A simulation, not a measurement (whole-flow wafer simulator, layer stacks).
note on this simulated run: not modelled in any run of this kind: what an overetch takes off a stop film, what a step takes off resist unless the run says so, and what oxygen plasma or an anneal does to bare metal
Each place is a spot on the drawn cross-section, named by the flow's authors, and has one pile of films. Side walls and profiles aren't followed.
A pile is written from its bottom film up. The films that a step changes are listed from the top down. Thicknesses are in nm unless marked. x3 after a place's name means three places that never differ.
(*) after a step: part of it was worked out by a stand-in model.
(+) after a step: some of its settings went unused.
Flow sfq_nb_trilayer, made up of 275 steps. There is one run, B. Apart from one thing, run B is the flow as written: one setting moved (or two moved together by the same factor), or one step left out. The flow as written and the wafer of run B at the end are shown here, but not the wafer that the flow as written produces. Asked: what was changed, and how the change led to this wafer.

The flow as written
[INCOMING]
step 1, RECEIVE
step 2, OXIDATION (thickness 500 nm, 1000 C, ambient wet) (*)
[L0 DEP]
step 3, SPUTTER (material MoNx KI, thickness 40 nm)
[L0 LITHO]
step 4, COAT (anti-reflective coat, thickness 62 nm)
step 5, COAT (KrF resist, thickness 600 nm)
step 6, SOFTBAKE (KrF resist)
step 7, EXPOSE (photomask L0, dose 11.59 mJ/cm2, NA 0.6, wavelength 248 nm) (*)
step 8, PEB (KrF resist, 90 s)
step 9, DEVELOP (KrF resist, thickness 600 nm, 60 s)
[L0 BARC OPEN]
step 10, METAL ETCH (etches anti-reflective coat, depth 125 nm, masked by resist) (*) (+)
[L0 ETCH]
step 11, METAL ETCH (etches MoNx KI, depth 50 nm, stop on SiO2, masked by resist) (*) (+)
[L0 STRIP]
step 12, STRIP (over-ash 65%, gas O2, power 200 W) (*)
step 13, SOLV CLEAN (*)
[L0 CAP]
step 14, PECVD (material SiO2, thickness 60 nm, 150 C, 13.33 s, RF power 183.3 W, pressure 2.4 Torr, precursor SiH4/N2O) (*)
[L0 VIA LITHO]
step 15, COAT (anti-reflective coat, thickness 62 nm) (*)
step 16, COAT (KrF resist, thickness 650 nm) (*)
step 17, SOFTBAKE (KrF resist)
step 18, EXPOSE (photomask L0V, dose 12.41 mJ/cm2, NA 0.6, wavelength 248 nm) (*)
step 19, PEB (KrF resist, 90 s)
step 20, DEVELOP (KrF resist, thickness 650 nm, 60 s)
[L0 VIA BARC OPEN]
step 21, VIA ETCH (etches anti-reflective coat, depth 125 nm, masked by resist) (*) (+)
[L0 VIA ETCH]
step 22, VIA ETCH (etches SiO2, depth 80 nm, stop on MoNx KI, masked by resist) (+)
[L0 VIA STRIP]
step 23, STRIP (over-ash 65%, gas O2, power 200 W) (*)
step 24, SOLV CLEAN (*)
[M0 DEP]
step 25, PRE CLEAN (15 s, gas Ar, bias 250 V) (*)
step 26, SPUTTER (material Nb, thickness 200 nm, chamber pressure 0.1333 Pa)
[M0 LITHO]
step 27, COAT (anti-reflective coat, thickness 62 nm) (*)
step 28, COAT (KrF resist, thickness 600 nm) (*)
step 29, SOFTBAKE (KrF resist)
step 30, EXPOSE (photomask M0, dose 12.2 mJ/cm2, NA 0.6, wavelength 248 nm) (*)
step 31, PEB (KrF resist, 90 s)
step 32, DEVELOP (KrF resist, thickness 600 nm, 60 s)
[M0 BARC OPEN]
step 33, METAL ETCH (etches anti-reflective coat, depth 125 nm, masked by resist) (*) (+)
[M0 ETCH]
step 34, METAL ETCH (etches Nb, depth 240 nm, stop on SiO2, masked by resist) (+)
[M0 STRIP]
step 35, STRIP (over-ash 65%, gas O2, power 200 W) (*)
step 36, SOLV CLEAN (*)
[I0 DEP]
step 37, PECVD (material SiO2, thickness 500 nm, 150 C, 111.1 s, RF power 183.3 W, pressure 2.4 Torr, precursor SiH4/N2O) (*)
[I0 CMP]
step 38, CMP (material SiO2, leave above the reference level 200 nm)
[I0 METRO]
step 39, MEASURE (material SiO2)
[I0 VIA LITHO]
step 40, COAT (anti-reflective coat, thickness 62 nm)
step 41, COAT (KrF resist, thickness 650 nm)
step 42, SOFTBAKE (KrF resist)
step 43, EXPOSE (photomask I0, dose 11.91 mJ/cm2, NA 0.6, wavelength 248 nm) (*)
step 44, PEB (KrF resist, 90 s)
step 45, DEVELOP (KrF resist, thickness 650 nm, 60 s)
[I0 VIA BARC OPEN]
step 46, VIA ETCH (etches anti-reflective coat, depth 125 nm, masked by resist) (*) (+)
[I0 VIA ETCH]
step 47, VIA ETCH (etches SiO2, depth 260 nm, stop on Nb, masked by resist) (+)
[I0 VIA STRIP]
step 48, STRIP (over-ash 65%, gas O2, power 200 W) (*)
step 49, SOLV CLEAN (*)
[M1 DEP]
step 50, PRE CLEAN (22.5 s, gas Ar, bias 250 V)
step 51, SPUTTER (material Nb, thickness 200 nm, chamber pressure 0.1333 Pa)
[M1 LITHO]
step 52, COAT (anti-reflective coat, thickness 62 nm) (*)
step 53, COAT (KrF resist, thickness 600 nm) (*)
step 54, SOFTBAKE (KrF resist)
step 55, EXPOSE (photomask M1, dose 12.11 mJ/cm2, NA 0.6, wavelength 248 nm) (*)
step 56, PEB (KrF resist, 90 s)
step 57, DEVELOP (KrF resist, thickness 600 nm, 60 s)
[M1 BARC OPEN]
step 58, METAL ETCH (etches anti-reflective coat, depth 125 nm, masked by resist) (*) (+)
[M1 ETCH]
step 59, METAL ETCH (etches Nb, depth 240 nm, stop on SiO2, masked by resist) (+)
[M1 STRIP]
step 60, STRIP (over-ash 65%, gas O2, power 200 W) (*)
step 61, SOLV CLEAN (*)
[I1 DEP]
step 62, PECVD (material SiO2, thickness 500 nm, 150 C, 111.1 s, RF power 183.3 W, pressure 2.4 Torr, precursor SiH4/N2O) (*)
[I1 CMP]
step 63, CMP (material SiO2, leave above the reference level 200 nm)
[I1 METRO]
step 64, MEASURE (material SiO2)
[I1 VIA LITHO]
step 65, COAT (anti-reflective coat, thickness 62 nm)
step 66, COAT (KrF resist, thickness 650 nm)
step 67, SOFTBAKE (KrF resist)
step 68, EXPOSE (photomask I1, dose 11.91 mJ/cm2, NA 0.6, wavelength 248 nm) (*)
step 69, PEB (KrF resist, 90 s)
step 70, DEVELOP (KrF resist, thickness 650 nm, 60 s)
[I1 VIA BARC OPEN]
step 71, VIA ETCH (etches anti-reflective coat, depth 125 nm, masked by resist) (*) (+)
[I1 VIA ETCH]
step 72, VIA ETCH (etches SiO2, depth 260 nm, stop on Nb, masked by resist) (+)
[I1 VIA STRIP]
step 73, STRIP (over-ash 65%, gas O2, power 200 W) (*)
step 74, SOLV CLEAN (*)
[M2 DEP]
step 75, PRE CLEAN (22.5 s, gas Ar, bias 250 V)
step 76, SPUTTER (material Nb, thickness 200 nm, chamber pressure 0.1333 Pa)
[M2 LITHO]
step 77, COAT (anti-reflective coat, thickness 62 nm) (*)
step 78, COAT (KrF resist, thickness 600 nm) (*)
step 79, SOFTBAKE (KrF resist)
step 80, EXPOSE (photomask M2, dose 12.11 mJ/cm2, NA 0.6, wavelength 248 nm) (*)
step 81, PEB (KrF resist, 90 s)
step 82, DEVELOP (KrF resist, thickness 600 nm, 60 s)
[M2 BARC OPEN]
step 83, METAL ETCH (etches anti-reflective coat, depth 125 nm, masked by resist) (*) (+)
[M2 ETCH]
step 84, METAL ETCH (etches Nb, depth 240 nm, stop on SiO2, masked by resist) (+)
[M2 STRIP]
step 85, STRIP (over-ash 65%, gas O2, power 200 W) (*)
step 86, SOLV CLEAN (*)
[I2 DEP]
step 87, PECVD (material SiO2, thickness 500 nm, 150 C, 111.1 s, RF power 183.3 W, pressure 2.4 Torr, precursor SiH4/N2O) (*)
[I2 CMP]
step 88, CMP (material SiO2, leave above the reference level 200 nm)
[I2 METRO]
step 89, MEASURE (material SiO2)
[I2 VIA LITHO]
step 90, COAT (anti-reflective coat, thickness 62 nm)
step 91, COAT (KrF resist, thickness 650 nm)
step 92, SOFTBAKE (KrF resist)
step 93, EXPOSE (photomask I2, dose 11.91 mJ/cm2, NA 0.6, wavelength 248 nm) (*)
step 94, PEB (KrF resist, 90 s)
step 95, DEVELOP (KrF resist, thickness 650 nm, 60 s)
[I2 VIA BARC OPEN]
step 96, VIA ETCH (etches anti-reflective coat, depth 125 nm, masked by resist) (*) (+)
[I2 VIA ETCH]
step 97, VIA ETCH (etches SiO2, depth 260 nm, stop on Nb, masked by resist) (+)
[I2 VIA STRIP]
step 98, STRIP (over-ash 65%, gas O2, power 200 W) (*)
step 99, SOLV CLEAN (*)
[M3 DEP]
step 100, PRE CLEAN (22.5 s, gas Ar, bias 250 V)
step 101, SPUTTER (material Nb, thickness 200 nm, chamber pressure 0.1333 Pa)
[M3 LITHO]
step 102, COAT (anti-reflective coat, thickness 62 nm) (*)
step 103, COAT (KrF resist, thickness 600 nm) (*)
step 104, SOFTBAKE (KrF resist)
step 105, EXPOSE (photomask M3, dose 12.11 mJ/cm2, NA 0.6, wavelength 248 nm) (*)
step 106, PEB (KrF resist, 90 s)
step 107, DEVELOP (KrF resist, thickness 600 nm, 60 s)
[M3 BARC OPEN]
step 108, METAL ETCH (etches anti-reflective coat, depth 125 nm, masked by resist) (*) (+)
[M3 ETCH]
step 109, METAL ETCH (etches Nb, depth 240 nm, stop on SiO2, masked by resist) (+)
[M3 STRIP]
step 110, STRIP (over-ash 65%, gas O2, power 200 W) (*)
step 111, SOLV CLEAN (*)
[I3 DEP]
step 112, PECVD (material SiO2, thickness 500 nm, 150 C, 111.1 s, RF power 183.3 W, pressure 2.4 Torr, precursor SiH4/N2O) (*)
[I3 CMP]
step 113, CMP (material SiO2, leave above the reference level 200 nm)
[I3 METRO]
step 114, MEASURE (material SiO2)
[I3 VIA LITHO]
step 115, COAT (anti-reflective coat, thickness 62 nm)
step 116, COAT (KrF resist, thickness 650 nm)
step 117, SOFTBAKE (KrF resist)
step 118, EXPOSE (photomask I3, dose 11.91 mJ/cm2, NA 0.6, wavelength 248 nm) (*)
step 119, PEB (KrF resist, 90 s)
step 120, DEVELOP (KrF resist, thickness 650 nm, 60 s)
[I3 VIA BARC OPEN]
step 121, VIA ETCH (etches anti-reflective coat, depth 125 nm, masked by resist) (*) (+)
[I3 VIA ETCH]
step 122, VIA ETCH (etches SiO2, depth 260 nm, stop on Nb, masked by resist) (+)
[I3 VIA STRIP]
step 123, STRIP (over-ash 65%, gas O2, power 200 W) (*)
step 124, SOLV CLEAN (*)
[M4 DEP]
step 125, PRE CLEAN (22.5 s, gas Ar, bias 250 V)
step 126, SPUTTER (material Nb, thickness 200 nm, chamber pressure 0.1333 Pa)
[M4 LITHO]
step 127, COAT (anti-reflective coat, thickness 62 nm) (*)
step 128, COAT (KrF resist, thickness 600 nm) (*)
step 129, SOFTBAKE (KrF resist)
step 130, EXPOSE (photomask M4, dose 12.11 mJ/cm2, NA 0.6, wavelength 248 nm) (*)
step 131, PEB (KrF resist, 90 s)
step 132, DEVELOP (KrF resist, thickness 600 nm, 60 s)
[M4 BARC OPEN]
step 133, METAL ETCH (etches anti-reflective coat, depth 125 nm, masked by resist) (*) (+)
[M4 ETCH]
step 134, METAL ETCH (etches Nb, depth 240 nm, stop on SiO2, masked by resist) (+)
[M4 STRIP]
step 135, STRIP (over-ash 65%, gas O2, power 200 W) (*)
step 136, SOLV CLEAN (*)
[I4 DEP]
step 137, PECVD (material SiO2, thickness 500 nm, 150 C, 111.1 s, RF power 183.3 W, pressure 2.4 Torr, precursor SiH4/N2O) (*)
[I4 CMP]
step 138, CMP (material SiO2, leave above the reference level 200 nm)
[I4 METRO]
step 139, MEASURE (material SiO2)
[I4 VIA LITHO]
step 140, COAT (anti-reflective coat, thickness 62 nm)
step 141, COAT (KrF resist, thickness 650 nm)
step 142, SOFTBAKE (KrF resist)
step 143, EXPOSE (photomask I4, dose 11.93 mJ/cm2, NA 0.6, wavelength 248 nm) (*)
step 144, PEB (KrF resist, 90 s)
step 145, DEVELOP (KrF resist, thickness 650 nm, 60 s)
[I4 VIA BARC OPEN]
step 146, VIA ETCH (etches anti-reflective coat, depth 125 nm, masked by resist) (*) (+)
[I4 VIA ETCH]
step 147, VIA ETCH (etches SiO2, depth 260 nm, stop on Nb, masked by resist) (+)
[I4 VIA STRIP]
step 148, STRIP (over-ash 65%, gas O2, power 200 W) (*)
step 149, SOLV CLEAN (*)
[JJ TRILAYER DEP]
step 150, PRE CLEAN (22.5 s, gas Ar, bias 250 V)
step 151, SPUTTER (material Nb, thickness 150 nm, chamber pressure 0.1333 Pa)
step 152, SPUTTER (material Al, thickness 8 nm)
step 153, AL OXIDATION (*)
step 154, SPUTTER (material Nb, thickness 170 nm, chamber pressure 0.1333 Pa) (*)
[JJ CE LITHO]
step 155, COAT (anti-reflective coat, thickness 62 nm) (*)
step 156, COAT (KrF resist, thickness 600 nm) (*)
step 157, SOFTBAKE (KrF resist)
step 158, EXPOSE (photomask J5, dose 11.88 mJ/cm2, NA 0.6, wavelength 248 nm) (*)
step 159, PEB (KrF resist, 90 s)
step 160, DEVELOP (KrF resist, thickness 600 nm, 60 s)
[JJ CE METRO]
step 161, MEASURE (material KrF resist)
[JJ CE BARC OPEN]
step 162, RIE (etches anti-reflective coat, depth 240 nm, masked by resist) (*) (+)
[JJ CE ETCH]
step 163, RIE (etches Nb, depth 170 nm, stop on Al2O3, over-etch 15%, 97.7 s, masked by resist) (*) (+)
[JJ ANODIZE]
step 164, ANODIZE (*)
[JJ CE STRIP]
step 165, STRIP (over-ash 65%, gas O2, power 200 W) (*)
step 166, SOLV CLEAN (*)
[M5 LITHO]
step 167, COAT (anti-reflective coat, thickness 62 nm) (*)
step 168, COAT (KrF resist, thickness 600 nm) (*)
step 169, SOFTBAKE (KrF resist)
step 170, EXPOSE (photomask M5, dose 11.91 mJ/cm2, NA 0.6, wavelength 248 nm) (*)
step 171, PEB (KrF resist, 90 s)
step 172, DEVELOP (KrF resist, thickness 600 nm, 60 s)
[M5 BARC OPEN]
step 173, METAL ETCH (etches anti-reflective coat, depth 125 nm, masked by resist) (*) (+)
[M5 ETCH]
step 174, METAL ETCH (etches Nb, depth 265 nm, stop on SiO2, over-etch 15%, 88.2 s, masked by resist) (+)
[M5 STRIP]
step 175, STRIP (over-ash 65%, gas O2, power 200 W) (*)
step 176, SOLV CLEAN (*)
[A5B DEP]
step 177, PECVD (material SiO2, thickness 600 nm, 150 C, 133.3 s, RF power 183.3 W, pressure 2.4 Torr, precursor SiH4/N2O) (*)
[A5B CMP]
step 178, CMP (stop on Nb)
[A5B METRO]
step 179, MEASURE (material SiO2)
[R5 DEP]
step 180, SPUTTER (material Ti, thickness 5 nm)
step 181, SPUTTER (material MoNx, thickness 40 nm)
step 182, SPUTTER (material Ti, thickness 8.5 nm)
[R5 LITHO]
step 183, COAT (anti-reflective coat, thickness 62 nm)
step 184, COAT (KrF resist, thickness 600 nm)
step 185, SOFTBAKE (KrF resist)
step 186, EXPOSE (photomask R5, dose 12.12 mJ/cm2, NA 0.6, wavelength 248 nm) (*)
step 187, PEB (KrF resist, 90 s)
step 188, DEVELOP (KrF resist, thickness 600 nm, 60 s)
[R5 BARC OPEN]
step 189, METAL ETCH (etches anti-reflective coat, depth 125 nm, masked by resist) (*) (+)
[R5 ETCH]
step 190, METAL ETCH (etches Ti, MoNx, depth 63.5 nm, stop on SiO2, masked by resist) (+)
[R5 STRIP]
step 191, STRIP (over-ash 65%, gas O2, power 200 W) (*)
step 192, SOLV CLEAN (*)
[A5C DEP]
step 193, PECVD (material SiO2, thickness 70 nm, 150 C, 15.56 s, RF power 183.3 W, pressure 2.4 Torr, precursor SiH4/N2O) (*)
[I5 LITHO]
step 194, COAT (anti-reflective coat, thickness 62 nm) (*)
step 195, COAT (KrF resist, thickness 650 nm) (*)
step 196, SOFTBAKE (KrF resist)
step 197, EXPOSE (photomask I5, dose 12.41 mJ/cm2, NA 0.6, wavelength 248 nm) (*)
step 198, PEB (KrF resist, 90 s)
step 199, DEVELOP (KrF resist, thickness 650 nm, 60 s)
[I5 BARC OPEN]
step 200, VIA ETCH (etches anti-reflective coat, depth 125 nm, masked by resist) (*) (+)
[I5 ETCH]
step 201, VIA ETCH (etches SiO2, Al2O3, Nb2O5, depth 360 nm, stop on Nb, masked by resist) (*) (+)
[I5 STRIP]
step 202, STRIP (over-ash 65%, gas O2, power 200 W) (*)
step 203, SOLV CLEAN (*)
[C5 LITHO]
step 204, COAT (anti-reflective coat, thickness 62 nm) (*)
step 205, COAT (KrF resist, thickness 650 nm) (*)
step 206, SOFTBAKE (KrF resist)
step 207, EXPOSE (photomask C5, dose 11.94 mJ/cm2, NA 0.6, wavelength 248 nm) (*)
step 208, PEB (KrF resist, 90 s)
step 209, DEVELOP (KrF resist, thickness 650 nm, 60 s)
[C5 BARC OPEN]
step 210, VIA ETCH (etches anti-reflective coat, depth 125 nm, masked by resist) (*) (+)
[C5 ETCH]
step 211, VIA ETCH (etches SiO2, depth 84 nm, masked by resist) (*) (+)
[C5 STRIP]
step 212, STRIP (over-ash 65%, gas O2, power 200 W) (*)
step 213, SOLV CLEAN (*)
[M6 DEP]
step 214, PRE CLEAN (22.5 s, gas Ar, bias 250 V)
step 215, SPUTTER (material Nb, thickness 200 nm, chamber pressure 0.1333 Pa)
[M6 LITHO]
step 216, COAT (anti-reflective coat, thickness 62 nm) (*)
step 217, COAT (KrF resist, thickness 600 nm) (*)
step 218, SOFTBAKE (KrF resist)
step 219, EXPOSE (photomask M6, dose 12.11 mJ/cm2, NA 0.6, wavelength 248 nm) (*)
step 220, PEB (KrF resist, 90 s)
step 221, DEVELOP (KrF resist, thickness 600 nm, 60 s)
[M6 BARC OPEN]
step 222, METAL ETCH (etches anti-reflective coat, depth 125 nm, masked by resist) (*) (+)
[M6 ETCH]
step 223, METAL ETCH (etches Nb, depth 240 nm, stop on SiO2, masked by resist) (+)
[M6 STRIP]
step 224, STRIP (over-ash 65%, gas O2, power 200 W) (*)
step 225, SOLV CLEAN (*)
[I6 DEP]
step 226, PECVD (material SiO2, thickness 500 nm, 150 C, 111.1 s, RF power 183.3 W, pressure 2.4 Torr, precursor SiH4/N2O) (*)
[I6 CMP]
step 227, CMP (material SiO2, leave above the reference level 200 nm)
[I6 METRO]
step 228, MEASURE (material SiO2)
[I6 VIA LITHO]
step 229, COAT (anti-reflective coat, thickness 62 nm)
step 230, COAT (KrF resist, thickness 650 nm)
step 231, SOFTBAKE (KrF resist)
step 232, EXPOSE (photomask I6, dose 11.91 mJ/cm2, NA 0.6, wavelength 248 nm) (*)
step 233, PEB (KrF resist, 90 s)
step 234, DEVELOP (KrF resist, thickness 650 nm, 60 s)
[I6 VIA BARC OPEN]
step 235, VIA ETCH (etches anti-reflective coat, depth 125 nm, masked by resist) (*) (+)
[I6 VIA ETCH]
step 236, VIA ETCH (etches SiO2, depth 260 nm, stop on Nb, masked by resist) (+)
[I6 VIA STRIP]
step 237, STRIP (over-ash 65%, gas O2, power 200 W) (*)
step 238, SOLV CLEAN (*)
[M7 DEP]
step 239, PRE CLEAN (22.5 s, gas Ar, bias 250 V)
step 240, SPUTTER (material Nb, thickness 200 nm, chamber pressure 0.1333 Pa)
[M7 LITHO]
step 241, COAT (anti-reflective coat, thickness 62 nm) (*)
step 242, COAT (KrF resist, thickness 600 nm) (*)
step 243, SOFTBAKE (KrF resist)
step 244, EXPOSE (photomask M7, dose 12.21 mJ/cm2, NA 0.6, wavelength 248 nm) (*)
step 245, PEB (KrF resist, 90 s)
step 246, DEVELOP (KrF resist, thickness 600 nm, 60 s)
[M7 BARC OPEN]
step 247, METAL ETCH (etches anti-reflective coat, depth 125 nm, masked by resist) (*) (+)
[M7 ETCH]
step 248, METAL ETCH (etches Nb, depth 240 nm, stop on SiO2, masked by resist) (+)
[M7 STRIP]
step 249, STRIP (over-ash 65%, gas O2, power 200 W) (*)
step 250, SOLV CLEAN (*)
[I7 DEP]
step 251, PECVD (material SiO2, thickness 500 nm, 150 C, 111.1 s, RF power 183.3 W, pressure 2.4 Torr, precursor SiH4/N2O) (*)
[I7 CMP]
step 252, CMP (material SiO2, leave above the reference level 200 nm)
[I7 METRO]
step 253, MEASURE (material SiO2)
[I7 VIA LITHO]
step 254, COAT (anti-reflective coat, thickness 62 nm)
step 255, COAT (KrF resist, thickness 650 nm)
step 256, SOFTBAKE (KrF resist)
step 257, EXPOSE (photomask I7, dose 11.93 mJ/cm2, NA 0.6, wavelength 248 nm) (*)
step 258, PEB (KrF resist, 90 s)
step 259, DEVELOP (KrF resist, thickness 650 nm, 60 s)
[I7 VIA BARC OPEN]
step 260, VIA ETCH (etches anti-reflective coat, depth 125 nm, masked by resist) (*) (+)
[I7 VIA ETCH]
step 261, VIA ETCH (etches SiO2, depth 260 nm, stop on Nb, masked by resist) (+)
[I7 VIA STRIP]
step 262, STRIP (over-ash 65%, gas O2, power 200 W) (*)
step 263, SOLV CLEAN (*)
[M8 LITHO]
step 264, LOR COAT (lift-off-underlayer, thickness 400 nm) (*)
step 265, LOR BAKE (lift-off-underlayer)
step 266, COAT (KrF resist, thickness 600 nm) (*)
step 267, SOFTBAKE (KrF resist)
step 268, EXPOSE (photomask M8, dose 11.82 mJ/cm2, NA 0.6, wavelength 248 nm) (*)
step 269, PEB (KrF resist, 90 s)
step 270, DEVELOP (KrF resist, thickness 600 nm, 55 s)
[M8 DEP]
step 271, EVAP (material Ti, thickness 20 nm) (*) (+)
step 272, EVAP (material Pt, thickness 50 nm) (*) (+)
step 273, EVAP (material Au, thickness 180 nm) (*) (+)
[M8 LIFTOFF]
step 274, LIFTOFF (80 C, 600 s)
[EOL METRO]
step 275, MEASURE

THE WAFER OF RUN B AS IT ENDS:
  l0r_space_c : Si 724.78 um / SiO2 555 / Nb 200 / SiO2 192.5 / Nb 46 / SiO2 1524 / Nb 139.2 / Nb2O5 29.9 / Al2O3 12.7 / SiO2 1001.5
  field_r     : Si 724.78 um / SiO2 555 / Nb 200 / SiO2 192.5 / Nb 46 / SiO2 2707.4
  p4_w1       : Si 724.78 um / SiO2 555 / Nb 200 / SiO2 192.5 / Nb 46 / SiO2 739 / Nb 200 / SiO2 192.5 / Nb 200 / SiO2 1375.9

The reason: step 59, METAL ETCH: depth 154 nm was run, though the flow has depth 240 nm.

Step by step, how the change led to this:
  step 59, METAL ETCH (etches Nb, depth 240 nm, stop on SiO2, masked by resist) (+)
      field_l, be, be_sur and 79 more: Nb loses 154 (in the flow as written it would be: Nb loses 200 (all of it))
      v_sur, via_wl, via_w and 21 more: KrF resist loses 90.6 (in the flow as written it would be: KrF resist loses 141.2)
  step 60, STRIP (over-ash 65%, gas O2, power 200 W) (*)
      wl_j_sl, wl_jj, wl_j_sr and 13 more: KrF resist loses 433 (all of it), anti-reflective coat loses 62 (all of it) (in the flow as written it would be: KrF resist loses 382.4 (all of it), anti-reflective coat loses 62 (all of it))
      v_sur: KrF resist loses 416.5 (all of it), anti-reflective coat loses 61.1 (all of it) (in the flow as written it would be: KrF resist loses 365.9 (all of it), anti-reflective coat loses 61.1 (all of it))
      (also at 7 further places)
  step 62, PECVD (material SiO2, thickness 500 nm, 150 C, 111.1 s, RF power 183.3 W, pressure 2.4 Torr, precursor SiH4/N2O) (*)
      field_l, be, be_sur and 72 more: SiO2 gains 500 (new film) (in the flow as written it would be: SiO2 gains 500)
      lsp_m, ln_m6, lsp_r, l0_sur, l0v: SiO2 gains 500 (new film) (in the flow as written it would be: SiO2 gains 494.9)
      (also at 2 further places)
  step 63, CMP (material SiO2, leave above the reference level 200 nm)
      field_l, be, be_sur and 72 more: SiO2 loses 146 (in the flow as written it would be: SiO2 loses 100)
      lsp_m, ln_m6, lsp_r, l0_sur, l0v: SiO2 loses 146 (in the flow as written it would be: SiO2 loses 94.9)
If metal films that touch count as one body, l0r_space_c has 3 bodies (between them, from the top down: SiO2 1524; SiO2 192.5); the flow as written gives 2 bodies (between them, from the top down: SiO2 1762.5).
If metal films that touch count as one body, field_r has 2 bodies (between them, from the top down: SiO2 192.5); the flow as written gives 1 body.
If metal films that touch count as one body, p4_w1 has 4 bodies (between them, from the top down: SiO2 192.5; SiO2 739; SiO2 192.5); the flow as written gives 3 bodies (between them, from the top down: SiO2 192.5; SiO2 977.5).
